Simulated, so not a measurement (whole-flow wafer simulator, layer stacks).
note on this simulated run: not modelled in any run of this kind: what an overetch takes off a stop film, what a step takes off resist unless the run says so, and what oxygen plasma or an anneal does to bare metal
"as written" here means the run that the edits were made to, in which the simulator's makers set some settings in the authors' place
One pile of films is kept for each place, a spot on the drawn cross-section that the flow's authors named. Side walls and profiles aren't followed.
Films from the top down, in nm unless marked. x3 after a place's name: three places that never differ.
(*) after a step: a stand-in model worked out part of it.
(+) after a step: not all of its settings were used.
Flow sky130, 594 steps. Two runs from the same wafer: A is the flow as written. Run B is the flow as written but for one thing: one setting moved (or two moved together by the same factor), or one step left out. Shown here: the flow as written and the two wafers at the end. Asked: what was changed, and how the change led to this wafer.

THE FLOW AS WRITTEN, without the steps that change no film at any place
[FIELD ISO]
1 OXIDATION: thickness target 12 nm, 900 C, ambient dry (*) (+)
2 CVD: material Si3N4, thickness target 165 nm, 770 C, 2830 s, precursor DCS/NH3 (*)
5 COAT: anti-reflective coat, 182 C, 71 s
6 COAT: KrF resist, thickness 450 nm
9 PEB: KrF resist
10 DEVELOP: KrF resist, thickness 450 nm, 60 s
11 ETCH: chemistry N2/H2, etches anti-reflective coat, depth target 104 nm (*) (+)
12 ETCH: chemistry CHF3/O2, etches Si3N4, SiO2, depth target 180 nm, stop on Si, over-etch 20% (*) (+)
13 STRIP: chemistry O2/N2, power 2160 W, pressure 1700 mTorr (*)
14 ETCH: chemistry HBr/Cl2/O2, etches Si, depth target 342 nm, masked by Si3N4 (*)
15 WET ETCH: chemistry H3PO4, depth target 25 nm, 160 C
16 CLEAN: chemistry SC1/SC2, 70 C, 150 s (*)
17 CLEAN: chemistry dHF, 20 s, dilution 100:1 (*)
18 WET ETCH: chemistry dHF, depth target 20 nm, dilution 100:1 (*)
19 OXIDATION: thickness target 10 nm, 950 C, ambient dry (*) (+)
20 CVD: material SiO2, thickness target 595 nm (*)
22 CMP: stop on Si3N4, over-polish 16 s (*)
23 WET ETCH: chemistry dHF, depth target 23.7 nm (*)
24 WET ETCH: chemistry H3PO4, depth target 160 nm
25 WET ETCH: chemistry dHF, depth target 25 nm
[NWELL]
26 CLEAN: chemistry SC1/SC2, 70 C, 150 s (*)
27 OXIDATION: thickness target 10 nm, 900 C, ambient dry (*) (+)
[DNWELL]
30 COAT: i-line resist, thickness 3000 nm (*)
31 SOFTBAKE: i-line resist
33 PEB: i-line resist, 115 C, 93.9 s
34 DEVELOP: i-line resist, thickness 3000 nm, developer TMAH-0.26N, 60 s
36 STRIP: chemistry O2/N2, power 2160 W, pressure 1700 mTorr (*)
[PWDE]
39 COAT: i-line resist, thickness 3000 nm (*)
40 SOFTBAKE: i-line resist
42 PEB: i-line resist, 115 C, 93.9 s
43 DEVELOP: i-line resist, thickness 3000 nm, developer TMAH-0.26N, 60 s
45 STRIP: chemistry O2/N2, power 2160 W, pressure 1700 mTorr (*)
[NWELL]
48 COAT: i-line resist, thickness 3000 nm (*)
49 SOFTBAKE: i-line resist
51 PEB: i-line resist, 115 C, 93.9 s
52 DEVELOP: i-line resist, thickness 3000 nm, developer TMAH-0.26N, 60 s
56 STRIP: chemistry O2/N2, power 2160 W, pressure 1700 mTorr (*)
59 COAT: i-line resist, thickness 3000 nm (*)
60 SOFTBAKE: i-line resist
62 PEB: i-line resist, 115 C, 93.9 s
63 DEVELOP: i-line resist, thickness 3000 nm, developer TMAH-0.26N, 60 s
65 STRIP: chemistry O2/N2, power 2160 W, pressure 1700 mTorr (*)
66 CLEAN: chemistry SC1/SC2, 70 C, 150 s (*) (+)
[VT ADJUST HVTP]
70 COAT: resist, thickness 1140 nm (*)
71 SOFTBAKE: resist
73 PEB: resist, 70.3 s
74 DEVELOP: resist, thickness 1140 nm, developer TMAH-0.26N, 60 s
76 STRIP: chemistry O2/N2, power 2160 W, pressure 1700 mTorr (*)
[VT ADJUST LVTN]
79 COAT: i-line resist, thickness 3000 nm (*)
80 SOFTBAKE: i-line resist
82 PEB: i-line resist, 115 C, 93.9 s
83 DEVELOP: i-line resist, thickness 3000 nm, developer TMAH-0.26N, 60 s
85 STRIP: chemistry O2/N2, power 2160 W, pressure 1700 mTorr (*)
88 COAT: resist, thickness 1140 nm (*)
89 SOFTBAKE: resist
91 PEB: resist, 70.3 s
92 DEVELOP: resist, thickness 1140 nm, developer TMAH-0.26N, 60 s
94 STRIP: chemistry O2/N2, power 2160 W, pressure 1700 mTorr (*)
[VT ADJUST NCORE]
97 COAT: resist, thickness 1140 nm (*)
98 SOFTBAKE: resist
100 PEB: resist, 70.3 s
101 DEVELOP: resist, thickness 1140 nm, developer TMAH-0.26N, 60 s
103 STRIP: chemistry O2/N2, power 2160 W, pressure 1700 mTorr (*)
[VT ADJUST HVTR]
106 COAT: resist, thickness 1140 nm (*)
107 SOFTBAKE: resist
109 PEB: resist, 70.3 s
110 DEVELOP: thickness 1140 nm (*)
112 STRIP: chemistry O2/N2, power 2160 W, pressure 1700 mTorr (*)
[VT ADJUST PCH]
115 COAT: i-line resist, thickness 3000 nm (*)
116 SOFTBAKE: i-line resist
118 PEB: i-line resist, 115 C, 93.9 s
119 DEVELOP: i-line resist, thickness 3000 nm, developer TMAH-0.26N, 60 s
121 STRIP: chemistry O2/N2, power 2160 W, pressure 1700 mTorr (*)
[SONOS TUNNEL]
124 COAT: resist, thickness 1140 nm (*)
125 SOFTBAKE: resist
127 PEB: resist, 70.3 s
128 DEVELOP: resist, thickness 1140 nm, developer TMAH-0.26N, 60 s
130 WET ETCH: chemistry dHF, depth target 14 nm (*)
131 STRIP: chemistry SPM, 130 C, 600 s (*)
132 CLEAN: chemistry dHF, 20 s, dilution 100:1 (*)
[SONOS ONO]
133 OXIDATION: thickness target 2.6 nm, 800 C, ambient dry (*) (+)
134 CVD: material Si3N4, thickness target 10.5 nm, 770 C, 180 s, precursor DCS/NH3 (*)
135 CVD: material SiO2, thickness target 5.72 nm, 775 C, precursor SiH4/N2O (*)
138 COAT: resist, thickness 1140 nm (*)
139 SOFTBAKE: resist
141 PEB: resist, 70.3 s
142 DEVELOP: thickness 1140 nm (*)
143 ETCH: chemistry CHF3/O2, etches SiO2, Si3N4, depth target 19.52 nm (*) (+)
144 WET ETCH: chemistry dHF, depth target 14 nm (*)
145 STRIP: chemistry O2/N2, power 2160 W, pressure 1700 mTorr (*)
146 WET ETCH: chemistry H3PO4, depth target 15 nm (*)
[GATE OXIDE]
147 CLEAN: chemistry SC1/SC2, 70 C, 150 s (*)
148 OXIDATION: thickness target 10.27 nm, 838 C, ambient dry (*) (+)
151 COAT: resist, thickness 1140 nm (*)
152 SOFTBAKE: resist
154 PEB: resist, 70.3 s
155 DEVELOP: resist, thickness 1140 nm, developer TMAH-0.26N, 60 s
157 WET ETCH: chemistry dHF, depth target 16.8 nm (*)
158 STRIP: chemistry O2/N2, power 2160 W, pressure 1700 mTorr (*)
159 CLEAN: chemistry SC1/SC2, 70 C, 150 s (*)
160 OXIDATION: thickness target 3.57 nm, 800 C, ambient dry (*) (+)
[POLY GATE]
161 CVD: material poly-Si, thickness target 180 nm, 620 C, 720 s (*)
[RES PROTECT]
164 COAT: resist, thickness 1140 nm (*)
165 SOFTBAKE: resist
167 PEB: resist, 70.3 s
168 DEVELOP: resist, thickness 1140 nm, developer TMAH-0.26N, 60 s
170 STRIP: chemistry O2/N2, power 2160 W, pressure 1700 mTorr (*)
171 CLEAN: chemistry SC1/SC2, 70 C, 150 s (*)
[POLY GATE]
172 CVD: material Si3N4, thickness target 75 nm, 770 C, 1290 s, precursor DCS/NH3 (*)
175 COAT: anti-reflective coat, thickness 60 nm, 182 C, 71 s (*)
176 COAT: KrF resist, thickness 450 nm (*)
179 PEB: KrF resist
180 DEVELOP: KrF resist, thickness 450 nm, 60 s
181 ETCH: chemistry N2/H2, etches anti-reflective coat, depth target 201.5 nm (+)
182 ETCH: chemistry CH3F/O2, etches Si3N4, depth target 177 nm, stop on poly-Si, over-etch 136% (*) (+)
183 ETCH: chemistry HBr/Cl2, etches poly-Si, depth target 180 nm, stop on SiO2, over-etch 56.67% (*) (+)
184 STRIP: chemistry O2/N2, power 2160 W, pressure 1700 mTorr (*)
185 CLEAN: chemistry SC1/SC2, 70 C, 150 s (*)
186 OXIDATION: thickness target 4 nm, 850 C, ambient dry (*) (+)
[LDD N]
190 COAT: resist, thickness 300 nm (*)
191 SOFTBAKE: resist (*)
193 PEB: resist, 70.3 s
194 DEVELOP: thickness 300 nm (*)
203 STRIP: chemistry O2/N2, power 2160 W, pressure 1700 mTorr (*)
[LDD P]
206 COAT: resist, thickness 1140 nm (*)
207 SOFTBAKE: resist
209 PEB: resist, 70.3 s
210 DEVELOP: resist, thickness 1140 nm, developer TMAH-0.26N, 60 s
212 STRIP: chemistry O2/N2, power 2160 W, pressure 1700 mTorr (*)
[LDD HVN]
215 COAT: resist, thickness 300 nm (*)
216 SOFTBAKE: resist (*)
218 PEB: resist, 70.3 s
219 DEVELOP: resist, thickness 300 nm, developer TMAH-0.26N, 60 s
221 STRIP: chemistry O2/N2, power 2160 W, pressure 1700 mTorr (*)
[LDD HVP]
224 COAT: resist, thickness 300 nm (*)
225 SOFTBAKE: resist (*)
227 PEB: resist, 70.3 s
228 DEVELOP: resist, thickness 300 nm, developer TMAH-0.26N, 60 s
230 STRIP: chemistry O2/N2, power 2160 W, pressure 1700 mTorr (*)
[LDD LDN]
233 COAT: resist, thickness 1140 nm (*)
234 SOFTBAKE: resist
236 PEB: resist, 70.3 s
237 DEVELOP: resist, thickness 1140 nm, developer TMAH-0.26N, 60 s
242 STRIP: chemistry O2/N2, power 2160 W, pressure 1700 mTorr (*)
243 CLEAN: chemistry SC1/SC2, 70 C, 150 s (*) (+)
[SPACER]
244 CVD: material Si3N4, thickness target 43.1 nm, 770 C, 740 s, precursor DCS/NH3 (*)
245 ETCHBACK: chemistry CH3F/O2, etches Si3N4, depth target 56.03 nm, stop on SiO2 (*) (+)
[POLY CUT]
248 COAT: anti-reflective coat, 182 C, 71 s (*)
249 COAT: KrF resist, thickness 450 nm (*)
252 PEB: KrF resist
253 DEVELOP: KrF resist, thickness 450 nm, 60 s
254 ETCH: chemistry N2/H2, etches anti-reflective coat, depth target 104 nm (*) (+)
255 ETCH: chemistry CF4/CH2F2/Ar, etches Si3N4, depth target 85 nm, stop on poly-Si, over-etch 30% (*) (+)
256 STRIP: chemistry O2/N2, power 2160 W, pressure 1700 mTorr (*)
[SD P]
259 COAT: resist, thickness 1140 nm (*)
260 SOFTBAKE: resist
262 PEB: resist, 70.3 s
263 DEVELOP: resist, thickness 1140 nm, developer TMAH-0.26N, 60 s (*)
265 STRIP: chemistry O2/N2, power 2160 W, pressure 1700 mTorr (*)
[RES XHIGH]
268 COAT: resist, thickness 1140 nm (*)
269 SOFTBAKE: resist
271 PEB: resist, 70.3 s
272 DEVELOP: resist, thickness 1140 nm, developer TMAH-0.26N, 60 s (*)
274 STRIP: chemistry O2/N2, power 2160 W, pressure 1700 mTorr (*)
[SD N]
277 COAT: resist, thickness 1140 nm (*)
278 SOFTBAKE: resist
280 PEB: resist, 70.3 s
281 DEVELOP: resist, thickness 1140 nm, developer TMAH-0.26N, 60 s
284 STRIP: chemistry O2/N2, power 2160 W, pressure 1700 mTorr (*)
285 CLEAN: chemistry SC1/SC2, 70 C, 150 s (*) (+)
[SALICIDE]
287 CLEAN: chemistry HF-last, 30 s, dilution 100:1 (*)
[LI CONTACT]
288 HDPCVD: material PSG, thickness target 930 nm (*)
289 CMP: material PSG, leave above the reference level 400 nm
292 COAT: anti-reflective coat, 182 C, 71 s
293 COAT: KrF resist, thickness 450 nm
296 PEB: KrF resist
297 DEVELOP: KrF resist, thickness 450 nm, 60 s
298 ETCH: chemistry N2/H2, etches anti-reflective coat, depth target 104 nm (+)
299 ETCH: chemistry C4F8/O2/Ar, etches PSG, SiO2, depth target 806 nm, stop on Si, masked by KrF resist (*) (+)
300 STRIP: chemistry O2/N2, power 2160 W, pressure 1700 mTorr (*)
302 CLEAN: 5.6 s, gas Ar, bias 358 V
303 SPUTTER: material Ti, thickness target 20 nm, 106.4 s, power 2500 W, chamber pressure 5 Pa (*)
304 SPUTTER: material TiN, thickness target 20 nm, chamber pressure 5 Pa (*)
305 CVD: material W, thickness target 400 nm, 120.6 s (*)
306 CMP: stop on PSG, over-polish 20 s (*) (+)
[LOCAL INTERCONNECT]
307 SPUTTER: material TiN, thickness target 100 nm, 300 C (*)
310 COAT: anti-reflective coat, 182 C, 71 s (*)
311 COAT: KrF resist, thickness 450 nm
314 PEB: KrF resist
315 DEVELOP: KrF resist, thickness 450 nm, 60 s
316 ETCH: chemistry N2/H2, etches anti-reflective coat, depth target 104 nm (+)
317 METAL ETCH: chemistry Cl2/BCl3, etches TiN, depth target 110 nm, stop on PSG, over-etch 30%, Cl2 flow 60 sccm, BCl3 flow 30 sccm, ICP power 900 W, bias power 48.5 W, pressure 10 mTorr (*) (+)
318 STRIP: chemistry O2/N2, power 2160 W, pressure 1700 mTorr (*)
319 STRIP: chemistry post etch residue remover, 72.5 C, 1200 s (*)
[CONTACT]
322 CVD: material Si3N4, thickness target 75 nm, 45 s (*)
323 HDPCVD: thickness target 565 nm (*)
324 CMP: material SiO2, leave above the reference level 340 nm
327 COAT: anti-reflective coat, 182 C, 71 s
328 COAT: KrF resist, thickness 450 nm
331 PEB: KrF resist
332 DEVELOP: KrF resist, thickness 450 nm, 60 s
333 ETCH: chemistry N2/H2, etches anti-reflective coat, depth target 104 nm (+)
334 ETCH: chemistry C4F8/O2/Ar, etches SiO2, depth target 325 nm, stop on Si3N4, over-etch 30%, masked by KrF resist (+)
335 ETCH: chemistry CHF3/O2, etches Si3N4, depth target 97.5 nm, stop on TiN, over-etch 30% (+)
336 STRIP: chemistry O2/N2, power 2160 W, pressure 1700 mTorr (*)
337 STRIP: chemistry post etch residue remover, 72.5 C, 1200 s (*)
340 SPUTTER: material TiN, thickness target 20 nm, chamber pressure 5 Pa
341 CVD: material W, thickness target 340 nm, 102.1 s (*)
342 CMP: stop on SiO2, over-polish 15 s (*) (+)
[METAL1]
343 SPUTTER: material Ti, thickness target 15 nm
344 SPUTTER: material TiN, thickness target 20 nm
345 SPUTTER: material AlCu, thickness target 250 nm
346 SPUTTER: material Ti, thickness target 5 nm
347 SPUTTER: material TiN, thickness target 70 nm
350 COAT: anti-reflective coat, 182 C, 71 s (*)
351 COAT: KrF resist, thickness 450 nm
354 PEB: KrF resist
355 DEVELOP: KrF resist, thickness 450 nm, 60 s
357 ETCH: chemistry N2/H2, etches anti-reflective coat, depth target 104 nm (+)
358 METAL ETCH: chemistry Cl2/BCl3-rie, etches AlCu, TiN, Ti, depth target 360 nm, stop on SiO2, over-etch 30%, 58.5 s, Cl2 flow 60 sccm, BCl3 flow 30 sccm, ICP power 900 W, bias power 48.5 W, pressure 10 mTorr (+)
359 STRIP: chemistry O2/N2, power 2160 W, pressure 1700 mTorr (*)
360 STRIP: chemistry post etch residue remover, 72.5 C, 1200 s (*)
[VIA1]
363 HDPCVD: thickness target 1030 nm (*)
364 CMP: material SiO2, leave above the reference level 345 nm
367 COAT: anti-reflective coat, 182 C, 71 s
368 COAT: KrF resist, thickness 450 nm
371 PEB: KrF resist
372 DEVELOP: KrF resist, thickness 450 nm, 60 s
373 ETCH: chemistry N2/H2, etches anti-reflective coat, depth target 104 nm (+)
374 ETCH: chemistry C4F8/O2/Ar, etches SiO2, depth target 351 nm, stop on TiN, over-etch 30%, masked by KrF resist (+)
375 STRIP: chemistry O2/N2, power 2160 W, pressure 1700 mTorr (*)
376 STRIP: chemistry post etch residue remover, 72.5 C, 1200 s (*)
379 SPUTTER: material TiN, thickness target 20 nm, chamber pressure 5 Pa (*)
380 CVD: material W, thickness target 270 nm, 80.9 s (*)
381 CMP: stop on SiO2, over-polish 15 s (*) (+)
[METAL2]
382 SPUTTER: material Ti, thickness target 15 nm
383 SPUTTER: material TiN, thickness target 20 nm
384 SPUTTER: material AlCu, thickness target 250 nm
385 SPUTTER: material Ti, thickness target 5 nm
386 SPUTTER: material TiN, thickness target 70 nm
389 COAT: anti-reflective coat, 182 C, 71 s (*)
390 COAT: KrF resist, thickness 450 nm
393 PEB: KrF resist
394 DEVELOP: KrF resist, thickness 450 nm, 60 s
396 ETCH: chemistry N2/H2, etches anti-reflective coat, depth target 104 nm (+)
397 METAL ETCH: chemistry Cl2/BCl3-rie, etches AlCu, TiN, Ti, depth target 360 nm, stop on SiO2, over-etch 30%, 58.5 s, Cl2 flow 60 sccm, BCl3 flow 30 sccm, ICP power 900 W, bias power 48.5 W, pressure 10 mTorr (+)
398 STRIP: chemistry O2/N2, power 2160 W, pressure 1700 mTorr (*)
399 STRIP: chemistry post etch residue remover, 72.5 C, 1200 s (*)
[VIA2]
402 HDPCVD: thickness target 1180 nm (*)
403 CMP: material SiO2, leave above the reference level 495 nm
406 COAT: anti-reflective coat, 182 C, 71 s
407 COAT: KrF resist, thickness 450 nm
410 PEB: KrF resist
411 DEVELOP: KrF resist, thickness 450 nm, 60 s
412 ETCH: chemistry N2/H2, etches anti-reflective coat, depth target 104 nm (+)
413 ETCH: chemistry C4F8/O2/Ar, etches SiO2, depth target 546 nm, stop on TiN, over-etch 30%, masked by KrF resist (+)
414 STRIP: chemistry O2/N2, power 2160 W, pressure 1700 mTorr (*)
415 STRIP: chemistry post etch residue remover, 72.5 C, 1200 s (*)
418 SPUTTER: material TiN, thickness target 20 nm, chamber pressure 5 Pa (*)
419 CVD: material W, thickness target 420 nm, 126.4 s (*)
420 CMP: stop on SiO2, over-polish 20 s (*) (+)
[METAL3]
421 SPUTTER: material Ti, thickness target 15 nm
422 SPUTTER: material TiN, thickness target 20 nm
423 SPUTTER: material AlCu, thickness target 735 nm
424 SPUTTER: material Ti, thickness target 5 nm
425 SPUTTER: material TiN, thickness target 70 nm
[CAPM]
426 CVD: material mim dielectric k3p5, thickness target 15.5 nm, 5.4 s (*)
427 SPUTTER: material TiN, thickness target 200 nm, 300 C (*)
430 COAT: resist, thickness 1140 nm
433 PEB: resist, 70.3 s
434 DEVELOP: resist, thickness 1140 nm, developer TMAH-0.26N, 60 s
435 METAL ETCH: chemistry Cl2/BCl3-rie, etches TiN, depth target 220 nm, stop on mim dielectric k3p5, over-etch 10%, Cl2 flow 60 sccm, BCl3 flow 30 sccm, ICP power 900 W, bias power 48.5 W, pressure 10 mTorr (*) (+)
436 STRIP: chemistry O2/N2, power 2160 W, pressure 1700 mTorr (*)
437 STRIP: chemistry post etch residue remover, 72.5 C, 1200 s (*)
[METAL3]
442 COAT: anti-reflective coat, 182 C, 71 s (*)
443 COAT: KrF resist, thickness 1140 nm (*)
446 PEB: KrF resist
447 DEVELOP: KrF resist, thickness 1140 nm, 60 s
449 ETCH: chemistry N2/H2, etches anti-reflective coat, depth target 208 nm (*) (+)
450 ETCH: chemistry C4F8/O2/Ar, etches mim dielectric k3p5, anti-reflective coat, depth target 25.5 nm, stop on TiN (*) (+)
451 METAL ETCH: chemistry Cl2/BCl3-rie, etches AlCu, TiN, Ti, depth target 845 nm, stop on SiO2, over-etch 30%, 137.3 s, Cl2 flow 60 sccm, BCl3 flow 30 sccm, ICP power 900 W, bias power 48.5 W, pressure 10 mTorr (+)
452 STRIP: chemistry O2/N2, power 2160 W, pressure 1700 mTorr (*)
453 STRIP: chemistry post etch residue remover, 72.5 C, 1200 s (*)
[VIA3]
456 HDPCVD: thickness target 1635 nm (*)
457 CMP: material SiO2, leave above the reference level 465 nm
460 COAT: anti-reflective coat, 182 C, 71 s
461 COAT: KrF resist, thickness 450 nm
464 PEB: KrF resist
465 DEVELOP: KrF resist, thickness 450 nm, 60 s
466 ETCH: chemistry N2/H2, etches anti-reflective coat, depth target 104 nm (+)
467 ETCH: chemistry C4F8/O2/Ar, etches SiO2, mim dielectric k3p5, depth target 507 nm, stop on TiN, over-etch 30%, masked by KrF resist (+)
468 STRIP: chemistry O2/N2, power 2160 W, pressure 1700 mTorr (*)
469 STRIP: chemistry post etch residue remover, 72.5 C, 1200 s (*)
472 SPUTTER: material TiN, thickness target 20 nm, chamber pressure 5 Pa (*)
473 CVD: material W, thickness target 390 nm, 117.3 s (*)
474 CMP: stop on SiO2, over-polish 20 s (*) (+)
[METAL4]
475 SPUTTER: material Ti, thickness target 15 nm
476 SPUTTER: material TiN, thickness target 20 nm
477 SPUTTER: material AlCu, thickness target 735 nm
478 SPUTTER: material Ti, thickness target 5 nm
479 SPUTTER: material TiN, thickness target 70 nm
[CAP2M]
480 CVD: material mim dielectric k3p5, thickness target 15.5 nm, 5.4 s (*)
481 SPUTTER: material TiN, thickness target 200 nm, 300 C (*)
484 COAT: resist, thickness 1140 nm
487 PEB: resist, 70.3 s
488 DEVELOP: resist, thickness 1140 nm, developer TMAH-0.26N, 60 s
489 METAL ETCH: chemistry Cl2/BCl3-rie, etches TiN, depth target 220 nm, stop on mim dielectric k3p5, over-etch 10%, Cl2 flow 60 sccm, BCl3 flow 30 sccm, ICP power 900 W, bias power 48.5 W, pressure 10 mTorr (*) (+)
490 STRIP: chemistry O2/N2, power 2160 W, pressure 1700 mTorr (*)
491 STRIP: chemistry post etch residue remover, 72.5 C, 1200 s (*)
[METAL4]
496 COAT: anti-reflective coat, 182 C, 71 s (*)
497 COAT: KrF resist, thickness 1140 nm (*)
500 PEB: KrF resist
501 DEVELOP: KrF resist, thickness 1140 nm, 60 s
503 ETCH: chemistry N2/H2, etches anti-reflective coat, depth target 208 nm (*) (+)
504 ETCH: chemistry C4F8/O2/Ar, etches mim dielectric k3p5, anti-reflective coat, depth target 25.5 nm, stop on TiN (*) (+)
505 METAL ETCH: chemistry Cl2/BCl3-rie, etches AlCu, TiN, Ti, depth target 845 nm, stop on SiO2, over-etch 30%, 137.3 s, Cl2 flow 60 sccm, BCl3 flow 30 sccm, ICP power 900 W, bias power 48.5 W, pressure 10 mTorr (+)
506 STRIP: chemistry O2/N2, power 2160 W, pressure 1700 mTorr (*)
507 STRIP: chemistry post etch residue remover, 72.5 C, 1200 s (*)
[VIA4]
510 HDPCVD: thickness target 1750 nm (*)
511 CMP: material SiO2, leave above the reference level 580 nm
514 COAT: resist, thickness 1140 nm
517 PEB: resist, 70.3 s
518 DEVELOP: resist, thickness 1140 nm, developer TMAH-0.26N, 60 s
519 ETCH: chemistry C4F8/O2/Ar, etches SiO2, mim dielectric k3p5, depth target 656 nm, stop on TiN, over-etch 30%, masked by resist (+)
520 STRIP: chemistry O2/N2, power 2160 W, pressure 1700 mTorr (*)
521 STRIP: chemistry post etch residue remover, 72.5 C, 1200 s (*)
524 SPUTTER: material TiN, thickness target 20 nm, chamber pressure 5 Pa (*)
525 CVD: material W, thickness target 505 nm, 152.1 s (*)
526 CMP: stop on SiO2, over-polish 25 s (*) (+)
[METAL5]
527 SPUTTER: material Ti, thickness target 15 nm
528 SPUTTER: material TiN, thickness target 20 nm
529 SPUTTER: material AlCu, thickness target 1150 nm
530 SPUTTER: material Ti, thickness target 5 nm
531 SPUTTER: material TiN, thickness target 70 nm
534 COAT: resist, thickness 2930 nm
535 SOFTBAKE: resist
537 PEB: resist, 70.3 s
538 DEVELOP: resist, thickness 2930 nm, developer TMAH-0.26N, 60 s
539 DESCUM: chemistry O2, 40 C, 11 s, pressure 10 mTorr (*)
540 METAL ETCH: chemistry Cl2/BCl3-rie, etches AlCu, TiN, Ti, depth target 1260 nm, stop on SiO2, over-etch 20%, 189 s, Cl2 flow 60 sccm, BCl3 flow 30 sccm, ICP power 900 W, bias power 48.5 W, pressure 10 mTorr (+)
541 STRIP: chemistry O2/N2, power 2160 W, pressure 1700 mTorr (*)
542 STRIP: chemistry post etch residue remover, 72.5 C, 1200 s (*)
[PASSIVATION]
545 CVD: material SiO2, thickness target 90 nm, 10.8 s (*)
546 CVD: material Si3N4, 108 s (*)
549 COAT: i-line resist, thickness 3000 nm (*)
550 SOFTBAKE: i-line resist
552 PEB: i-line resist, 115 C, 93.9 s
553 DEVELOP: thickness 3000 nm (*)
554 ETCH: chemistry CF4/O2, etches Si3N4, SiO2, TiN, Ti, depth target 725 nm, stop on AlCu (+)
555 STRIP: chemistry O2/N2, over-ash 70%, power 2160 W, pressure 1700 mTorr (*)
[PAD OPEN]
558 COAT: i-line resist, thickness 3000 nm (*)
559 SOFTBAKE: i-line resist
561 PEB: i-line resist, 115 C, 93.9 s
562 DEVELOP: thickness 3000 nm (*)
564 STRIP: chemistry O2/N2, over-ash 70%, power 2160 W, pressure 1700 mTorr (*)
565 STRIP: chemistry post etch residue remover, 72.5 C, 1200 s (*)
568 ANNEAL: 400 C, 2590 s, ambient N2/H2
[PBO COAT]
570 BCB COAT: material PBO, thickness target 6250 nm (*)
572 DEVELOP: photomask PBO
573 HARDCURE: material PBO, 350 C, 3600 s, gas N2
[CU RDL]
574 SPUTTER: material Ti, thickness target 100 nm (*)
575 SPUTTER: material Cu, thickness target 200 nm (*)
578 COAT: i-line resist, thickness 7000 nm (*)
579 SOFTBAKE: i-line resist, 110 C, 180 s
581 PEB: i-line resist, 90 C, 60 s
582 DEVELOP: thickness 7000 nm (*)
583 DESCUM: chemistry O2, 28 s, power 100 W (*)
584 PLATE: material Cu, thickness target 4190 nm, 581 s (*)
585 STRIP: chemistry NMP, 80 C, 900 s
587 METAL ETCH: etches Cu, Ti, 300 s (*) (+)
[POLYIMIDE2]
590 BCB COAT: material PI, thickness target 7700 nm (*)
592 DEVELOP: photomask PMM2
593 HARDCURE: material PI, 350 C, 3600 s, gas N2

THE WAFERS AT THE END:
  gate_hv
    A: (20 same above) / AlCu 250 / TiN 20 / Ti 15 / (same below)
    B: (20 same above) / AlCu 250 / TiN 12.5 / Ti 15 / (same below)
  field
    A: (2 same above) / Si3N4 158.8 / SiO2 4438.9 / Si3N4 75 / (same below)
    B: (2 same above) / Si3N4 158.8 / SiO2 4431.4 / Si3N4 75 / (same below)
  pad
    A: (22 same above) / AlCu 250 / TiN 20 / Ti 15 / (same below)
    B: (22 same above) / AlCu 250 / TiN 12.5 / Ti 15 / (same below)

The cause: step 383, SPUTTER: thickness target 12.5 nm was run, where the flow has thickness target 20 nm.
It can be read off the wafer: gate_hv has TiN 12.5, and step 383 as written asks for 20 nm.

How the change led to this, step by step:
  383 SPUTTER: material TiN, thickness target 20 nm
      field, active, n_well and 188 more: A TiN +20 (new film) | B TiN +12.5 (new film)
  397 METAL ETCH: chemistry Cl2/BCl3-rie, etches AlCu, TiN, Ti, depth target 360 nm, stop on SiO2, over-etch 30%, 58.5 s, Cl2 flow 60 sccm, BCl3 flow 30 sccm, ICP power 900 W, bias power 48.5 W, pressure 10 mTorr (+)
      field, active, gate and 82 more: A TiN -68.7 (all of it), Ti -5 (all of it), AlCu -250 (all of it), TiN -20 (all of it), Ti -15 (all of it), SiO2 -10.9 | B TiN -68.7 (all of it), Ti -5 (all of it), AlCu -250 (all of it), TiN -12.5 (all of it), Ti -15 (all of it), SiO2 -11.7
